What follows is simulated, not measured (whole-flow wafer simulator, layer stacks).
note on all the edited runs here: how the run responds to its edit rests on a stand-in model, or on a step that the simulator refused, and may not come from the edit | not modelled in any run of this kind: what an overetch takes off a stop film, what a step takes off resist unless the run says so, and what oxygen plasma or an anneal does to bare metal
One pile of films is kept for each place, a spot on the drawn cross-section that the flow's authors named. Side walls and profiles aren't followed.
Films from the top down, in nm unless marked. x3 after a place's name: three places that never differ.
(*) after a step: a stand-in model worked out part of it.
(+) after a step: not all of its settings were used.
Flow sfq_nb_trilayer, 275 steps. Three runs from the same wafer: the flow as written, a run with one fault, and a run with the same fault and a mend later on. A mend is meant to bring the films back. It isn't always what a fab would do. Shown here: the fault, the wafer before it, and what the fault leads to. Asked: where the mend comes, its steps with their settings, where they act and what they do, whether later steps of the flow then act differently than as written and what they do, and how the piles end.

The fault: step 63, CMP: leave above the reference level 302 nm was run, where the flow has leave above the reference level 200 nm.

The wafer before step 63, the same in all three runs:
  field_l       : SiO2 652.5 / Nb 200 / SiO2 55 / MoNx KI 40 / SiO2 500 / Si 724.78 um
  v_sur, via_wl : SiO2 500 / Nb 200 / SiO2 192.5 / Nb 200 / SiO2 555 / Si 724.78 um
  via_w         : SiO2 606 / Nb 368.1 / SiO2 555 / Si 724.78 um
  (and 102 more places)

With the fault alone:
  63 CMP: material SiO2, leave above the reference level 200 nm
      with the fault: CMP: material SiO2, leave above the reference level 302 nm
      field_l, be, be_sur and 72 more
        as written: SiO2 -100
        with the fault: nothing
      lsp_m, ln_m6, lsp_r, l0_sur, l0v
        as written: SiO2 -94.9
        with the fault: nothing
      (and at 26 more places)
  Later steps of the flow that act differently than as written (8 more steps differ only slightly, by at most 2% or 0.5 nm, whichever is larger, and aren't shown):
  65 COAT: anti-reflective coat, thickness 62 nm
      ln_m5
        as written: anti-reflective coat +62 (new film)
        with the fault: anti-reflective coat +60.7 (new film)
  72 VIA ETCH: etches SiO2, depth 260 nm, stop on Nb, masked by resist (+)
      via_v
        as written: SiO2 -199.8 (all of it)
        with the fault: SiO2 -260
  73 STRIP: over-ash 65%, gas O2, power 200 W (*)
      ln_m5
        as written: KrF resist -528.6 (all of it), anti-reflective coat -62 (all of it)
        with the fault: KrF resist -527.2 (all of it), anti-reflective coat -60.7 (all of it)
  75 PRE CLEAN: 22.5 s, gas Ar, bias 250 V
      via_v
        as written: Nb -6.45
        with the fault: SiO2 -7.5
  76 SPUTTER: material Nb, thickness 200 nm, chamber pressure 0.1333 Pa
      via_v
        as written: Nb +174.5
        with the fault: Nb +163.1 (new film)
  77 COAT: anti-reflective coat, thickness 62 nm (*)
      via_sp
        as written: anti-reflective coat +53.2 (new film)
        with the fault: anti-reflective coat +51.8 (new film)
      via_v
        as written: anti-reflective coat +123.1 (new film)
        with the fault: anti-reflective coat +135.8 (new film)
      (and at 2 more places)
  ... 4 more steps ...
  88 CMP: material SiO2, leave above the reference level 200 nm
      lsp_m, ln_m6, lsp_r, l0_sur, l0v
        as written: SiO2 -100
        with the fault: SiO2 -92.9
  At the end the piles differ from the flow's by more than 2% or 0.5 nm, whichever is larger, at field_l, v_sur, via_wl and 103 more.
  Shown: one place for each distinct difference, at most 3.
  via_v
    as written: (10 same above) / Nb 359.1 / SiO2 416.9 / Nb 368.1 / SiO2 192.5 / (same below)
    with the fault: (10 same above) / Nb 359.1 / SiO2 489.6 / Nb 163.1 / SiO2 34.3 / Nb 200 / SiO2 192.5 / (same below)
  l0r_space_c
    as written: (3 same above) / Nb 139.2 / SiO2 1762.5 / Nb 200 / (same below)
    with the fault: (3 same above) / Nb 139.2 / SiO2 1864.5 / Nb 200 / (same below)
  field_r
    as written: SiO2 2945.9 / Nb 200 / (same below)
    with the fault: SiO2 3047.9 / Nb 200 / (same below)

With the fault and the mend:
  The mend comes after step 70.
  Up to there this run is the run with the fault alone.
  70a STRIP: over-ash 65%, gas O2, power 200 W (*)
      gap, jj_sur, ce_l and 14 more
        KrF resist -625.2 (all of it), anti-reflective coat -62 (all of it)
      r_end, moat, wl_a_sr and 8 more
        KrF resist -625 (all of it), anti-reflective coat -62 (all of it)
      ce_r, sp_r, be_r and 7 more
        KrF resist -625.1 (all of it), anti-reflective coat -62 (all of it)
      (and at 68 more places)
  70b CMP: material SiO2, leave above the reference level 200 nm (the flow's step 63 once more)
      field_l, be, be_sur and 72 more
        SiO2 -100
      v_sur, via_wl, via_w and 23 more
        SiO2 -102
      lsp_m, ln_m6, lsp_r, l0_sur, l0v
        SiO2 -94.9
  70c COAT: anti-reflective coat, thickness 62 nm (the flow's step 65 once more)
      field_l, v_sur, via_wl and 103 more
        anti-reflective coat +62 (new film)
  70d COAT: KrF resist, thickness 650 nm (the flow's step 66 once more)
      field_l, v_sur, via_wl and 103 more
        KrF resist +650 (new film)
  70e SOFTBAKE: KrF resist (the flow's step 67 once more)
      changes no film at any place that is followed
  70f EXPOSE: photomask I1, dose 11.91 mJ/cm2, NA 0.6, wavelength 248 nm (*) (the flow's step 68 once more)
      changes no film at any place that is followed
  70g PEB: KrF resist, 90 s (the flow's step 69 once more)
      field_l, v_sur, via_wl and 103 more
        KrF resist -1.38
  70h DEVELOP: KrF resist, thickness 650 nm, 60 s (the flow's step 70 once more)
      field_l, v_sur, via_wl and 102 more
        KrF resist -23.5
      via_v
        KrF resist -648.6 (all of it)
  No later step of the flow acts differently than as written at any place that is followed.
  At the end the piles are the same as the flow's at every place that both follow.
